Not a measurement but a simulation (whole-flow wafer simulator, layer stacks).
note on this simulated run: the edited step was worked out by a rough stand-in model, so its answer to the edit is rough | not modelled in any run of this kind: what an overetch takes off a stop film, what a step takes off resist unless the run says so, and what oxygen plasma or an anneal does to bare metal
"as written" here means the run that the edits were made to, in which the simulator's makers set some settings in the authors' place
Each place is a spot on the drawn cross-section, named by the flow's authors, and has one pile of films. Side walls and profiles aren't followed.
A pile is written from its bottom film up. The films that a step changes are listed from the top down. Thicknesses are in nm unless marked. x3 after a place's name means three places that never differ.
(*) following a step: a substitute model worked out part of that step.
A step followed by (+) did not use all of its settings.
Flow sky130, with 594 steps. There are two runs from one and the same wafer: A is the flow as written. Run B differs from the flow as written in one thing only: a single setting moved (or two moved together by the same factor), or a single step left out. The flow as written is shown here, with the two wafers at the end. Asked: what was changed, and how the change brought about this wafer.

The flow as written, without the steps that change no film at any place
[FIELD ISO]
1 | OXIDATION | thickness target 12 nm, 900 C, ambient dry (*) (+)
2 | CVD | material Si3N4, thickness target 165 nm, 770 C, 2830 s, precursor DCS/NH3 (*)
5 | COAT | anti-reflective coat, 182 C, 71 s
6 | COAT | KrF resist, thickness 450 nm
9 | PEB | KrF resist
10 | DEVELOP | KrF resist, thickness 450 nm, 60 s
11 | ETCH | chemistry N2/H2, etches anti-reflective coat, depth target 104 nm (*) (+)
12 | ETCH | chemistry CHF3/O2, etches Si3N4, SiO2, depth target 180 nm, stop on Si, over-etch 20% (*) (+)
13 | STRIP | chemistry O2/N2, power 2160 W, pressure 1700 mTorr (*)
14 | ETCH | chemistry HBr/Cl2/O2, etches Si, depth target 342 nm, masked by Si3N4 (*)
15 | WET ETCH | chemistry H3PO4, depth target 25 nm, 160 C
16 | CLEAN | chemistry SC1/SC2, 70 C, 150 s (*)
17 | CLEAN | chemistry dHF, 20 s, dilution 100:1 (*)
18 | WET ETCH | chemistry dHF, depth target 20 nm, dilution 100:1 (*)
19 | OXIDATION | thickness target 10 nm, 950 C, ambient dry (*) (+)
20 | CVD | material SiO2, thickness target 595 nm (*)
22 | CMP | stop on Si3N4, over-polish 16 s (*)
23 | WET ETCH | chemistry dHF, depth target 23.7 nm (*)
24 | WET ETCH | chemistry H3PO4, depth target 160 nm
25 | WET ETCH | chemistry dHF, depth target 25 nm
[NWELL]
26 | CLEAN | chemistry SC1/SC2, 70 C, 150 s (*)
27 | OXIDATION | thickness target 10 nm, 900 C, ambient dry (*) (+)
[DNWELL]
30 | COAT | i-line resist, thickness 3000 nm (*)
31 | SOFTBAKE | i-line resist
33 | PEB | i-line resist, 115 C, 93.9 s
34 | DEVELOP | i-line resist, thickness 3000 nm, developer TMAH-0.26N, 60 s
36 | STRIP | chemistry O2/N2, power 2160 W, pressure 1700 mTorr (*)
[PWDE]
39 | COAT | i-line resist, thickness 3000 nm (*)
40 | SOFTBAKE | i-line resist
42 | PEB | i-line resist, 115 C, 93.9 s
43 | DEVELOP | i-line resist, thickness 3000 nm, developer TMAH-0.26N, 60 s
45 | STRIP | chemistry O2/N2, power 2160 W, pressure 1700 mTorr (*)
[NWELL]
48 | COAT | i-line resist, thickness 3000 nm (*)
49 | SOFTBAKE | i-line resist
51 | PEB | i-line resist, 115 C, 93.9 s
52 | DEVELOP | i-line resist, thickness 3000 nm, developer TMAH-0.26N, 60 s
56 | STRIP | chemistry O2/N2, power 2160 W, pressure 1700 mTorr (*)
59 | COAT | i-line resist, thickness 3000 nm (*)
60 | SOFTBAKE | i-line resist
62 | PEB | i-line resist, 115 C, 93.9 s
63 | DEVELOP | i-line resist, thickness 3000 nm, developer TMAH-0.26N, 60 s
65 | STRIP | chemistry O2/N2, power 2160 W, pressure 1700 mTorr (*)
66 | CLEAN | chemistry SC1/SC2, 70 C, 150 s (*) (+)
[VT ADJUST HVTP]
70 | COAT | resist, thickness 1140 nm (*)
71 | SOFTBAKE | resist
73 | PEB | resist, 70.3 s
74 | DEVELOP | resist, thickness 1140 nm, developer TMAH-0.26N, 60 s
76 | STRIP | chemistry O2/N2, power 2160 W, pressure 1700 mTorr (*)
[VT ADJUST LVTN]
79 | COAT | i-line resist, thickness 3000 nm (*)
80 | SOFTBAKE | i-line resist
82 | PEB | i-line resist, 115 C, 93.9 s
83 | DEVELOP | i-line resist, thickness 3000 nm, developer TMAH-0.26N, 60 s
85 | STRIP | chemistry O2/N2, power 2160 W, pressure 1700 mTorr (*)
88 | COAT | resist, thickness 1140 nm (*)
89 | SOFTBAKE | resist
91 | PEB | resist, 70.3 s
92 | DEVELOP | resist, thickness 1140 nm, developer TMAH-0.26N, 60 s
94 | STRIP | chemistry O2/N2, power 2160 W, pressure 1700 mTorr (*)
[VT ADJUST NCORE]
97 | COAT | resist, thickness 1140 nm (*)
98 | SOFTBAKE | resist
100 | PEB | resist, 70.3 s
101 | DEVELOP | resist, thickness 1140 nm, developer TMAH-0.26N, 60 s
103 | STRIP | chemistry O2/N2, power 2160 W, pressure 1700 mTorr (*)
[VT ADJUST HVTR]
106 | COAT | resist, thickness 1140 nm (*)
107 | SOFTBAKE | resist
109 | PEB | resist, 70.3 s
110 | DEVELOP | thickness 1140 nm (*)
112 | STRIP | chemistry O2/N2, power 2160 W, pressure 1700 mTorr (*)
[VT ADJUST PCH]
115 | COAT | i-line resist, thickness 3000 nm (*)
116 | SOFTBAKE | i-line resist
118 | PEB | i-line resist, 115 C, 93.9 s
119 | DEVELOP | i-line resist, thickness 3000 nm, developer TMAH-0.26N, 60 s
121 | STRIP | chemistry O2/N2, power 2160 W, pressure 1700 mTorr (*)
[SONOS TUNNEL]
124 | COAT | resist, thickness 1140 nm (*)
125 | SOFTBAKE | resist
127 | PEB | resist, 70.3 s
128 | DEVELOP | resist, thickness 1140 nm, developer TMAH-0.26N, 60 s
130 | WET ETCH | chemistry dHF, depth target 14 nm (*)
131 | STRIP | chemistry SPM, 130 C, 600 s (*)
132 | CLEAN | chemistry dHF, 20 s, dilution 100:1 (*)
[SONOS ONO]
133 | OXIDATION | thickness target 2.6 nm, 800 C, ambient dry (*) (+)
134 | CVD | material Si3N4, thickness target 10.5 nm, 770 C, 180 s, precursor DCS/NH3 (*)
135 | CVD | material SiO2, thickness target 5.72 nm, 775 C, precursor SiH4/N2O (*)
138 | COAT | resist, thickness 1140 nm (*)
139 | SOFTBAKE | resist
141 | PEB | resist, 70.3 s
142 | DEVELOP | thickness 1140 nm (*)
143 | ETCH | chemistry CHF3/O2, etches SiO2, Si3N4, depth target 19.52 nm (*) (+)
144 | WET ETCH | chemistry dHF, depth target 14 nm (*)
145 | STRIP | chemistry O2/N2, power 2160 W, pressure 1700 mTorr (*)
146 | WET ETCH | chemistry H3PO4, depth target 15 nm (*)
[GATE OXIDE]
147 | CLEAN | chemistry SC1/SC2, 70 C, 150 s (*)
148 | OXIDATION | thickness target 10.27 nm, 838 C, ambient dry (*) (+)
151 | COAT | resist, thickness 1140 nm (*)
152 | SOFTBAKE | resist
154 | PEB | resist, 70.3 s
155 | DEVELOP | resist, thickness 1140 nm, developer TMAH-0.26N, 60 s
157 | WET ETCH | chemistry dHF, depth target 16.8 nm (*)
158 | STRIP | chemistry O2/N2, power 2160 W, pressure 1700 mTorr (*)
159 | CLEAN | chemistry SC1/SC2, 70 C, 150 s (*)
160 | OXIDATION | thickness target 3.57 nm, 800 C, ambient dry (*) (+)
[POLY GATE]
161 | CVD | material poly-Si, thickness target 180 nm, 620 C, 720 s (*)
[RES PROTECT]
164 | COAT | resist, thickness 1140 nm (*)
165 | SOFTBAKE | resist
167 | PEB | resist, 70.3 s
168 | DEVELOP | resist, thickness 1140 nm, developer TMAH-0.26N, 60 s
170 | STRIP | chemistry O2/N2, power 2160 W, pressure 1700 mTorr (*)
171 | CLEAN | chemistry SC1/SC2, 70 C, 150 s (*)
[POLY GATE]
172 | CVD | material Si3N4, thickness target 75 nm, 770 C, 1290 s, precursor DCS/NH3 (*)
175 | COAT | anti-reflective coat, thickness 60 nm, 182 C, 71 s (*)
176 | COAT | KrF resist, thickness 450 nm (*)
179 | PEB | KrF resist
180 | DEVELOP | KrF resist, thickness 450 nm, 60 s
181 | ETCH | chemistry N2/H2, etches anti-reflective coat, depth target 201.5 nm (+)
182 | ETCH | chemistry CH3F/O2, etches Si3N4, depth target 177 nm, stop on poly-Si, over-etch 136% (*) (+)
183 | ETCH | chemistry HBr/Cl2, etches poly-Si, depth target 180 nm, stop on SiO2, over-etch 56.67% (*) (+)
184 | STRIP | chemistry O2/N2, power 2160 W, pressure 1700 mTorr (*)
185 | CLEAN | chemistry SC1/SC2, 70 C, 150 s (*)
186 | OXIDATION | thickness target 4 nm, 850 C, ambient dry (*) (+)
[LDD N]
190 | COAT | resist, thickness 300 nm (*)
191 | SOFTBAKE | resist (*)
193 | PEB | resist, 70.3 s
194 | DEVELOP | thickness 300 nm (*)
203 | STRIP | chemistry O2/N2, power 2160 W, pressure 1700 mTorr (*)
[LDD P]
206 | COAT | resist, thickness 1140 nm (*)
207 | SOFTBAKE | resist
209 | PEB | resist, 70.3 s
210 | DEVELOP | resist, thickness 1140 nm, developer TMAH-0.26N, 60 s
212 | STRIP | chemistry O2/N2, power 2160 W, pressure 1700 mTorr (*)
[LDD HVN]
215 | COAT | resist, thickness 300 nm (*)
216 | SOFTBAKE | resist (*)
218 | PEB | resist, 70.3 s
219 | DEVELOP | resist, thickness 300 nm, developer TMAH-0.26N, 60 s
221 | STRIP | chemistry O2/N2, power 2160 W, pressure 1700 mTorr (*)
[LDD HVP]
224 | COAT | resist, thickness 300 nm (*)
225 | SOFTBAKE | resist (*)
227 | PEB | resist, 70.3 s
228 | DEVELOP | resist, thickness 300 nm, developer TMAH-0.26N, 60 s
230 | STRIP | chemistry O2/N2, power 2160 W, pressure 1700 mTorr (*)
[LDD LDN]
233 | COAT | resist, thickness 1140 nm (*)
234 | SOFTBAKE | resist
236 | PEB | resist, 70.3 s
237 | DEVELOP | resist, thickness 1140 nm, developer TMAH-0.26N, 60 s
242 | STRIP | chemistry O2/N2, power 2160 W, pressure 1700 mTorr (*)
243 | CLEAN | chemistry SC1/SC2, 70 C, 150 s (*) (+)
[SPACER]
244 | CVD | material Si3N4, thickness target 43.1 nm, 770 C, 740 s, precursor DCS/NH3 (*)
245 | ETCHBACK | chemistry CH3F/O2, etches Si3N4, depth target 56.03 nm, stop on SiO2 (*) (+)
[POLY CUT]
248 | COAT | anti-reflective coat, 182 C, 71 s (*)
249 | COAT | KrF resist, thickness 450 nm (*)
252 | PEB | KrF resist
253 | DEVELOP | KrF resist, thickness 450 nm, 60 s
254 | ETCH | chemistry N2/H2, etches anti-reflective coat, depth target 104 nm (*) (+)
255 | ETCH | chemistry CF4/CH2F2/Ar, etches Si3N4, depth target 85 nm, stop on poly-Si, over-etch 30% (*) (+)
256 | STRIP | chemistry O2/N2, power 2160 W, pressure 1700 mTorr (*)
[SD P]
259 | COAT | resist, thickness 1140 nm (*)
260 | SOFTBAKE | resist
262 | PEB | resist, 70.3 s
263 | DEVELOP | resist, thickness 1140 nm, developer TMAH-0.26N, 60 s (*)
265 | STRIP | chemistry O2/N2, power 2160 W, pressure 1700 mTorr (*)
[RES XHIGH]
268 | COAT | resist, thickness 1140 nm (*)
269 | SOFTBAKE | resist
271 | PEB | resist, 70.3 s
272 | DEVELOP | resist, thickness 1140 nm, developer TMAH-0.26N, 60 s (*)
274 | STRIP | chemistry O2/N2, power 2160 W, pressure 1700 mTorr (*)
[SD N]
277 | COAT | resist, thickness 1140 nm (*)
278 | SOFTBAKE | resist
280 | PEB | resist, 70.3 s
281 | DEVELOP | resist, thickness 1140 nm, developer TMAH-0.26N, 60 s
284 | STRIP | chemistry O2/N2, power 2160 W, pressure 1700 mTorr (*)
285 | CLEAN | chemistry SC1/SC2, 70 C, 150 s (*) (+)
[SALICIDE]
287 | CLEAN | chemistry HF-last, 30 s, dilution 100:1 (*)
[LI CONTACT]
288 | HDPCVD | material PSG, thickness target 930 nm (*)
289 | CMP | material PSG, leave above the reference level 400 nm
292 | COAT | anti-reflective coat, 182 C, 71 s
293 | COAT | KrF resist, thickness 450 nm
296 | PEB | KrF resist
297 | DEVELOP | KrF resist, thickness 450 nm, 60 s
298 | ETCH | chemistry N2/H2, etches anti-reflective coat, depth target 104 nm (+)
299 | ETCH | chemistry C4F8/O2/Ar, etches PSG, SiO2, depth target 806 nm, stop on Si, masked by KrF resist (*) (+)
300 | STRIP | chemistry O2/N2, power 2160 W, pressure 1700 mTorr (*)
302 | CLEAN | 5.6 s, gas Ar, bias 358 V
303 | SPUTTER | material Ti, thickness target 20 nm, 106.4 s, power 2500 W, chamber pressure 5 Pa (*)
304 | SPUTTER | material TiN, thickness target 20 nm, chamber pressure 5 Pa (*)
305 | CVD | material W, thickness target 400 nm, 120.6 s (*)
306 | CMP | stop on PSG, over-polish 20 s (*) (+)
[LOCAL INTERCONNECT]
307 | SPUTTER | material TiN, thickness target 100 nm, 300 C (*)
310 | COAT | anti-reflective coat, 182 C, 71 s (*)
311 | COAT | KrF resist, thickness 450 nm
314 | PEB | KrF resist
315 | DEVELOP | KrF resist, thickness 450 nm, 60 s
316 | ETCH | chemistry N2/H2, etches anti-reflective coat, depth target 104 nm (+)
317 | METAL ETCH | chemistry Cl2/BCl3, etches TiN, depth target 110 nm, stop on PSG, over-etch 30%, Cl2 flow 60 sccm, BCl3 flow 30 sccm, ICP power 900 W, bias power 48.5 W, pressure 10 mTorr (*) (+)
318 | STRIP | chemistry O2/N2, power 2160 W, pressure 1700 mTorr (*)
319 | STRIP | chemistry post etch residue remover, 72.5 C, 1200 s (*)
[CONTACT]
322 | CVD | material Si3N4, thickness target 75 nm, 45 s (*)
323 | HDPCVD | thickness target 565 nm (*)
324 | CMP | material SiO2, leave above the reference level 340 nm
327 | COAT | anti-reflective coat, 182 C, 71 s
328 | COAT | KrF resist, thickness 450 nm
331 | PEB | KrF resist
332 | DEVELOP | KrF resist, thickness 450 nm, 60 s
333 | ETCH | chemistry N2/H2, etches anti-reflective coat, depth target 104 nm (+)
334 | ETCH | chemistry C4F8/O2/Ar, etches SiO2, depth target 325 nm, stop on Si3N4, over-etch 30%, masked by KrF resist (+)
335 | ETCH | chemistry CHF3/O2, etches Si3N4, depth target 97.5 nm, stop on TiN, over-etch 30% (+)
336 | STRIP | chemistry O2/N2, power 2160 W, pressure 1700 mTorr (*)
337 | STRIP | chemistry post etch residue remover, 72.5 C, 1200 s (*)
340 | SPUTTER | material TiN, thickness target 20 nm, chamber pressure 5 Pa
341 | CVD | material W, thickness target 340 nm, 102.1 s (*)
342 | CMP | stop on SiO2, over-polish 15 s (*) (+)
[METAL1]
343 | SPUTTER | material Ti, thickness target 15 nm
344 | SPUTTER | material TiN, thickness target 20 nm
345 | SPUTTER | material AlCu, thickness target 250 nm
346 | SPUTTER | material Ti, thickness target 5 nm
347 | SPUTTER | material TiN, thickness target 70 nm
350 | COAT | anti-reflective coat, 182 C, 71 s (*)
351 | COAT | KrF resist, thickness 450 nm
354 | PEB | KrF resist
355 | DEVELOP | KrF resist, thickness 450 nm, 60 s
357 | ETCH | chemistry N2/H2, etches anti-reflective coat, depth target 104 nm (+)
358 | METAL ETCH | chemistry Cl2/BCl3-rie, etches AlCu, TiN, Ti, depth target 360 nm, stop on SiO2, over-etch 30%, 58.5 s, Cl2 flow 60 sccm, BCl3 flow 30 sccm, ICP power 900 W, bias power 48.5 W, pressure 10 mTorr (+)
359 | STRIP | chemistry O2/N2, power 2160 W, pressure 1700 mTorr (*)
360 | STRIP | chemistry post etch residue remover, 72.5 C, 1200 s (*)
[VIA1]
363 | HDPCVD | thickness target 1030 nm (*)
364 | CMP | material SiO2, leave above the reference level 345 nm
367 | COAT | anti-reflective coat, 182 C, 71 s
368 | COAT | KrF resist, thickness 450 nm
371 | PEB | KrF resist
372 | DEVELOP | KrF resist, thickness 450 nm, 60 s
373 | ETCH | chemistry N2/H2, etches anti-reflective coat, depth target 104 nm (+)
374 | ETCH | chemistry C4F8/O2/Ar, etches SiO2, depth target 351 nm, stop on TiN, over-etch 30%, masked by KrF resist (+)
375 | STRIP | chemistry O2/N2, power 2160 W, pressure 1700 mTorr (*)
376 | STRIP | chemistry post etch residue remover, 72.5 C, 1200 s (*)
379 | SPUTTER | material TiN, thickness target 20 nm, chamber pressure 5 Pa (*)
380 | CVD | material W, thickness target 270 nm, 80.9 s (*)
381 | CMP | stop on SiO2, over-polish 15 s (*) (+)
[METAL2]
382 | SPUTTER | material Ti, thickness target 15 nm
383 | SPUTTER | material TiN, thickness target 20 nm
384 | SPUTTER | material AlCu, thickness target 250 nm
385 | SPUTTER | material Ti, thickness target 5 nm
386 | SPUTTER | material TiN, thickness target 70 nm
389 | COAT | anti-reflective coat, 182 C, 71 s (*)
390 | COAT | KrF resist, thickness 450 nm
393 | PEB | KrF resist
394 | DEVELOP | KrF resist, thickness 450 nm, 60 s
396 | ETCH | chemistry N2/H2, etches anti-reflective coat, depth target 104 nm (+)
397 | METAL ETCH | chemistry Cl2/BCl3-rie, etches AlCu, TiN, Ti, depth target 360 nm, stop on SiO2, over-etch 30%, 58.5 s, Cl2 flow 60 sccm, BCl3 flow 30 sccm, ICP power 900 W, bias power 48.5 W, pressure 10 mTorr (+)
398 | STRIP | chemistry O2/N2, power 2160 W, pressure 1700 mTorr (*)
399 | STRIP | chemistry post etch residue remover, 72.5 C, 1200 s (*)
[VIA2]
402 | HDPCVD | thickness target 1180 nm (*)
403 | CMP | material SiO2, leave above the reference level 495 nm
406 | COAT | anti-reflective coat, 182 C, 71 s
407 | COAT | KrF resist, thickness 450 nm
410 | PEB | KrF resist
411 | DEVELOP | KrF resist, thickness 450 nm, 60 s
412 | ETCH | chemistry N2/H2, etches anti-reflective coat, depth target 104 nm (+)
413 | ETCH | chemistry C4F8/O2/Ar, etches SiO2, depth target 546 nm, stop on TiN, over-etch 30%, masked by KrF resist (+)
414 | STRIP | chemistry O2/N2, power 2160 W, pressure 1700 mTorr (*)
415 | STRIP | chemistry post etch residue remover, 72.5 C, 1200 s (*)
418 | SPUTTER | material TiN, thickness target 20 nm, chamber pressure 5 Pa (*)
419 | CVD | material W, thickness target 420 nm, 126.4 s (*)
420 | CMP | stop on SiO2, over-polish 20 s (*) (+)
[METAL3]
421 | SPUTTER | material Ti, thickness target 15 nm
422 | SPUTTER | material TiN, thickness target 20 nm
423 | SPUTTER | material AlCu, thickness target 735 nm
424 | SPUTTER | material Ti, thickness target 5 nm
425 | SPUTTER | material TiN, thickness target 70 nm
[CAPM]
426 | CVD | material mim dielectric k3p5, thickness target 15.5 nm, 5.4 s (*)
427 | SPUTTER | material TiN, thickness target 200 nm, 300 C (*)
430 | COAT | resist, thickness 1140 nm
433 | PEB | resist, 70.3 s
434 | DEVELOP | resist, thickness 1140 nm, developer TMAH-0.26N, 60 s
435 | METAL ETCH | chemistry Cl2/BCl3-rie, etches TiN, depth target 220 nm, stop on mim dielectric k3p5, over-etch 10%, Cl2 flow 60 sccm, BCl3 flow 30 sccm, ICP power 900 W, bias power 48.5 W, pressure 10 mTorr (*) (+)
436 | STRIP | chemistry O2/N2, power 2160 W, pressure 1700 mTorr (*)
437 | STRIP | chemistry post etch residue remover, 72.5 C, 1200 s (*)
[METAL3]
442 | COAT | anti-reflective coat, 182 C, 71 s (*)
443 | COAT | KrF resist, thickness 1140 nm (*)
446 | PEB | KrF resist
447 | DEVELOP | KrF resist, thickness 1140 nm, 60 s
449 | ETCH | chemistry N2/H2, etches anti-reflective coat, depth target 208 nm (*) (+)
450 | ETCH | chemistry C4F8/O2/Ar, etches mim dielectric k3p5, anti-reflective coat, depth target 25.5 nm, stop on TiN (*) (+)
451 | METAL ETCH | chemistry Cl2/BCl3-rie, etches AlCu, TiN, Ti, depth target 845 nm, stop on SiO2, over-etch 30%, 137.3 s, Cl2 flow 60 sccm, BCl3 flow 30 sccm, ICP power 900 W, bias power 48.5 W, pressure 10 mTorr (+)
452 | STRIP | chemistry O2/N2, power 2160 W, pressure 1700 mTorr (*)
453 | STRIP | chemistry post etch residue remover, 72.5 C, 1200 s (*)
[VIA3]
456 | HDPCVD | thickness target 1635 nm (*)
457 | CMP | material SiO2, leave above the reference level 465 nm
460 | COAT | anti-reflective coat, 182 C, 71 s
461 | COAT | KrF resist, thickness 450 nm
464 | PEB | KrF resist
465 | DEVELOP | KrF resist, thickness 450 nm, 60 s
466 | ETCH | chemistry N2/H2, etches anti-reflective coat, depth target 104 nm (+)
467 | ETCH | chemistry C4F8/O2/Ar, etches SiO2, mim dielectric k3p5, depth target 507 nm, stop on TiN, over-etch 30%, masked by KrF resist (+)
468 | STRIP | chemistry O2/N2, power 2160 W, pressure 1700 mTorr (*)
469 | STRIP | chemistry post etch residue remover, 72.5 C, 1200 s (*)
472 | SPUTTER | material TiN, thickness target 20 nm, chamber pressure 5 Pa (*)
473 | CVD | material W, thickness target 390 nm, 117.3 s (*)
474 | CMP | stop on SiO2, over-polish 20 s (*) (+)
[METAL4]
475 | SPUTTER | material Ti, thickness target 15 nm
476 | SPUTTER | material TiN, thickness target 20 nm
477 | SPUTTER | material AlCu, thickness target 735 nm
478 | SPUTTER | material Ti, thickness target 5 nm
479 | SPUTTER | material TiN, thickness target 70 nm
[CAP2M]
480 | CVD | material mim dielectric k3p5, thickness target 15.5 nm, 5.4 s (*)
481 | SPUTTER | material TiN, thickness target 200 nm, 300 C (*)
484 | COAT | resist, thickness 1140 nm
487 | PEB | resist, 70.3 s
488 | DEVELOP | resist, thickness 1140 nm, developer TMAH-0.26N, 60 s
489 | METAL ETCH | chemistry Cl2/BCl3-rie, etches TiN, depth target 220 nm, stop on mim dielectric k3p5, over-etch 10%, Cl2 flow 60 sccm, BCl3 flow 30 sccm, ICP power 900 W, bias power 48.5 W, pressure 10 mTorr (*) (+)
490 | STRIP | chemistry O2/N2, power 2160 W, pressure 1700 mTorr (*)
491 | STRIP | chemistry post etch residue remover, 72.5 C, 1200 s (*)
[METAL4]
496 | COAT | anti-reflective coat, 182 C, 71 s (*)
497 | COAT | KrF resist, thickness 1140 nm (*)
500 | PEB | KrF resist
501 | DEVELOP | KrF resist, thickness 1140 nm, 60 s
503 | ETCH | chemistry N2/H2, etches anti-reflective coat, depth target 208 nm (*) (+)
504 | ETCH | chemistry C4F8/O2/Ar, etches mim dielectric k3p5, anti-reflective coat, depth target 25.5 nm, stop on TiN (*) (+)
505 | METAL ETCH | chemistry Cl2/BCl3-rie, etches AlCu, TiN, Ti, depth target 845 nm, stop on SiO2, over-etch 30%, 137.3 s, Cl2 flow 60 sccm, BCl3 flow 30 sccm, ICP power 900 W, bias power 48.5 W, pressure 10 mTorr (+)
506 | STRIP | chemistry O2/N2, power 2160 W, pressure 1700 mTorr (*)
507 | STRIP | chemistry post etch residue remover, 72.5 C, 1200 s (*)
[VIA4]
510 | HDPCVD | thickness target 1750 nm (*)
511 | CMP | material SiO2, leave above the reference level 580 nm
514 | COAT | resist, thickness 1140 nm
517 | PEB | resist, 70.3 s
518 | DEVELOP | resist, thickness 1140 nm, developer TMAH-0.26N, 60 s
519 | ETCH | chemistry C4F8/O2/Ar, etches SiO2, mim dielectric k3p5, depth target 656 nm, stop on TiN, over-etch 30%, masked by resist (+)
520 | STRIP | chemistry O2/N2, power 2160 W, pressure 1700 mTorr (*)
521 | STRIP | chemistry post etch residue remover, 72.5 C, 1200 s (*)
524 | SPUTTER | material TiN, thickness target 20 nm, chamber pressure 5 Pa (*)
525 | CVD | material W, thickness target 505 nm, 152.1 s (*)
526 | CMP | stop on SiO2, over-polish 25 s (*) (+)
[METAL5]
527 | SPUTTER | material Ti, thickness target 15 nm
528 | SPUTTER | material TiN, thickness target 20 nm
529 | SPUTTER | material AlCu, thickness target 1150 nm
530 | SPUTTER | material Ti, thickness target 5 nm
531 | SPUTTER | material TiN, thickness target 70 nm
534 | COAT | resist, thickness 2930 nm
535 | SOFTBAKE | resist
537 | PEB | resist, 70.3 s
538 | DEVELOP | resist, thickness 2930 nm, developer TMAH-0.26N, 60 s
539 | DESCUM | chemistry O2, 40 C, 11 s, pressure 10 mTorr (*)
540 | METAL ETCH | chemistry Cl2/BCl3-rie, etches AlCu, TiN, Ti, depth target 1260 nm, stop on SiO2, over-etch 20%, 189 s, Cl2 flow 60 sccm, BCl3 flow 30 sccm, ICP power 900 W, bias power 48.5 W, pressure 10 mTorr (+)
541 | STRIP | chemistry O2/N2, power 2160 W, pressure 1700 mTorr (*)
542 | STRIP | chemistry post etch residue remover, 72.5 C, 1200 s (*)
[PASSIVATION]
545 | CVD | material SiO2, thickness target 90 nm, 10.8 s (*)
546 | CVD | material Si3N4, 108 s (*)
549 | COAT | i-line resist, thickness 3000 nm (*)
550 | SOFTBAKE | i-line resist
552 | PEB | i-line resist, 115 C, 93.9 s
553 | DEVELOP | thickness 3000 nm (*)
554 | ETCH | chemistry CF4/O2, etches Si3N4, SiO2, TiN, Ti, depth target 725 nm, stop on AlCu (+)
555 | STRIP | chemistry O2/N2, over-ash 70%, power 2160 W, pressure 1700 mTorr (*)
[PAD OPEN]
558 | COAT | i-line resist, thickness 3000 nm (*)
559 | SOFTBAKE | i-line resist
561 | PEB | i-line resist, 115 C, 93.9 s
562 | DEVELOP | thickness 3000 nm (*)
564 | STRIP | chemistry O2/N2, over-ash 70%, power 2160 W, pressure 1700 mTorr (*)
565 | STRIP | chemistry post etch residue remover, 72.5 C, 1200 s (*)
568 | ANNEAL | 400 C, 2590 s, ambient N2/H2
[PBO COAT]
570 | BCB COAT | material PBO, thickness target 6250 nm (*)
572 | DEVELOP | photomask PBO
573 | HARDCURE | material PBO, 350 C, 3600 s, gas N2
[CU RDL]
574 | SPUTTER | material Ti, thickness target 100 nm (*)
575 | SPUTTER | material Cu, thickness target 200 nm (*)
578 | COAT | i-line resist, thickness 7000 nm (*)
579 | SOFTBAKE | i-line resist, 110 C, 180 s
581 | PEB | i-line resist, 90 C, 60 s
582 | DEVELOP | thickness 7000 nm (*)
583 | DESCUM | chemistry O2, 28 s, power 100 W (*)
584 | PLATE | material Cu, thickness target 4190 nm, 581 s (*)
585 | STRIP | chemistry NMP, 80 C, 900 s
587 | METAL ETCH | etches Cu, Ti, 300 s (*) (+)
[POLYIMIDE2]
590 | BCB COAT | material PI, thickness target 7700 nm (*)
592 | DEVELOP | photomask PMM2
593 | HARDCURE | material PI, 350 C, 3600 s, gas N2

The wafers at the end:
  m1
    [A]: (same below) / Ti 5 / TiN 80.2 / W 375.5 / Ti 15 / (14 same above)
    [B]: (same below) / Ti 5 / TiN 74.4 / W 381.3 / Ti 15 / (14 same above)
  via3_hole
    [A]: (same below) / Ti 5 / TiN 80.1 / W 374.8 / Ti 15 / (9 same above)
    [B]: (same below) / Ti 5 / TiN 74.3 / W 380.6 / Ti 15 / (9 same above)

The reason: step 472, SPUTTER: thickness target 9 nm was run, whereas the flow has thickness target 20 nm.

The path from the change to this, step by step:
  472 | SPUTTER | material TiN, thickness target 20 nm, chamber pressure 5 Pa (*)
      field, active, n_well and 187 more: A TiN gains 20 (new film) | B TiN gains 9 (new film)
      m1, via3_hole: A TiN gains 10.6 | B TiN gains 4.77
  474 | CMP | stop on SiO2, over-polish 20 s (*) (+)
      field, active, n_well and 187 more: A W loses 390 (all of it), TiN loses 20 (all of it), SiO2 loses 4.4 | B W loses 390 (all of it), TiN loses 9 (all of it), SiO2 loses 4.4
      m1, via3_hole: A W loses 415 | B W loses 404
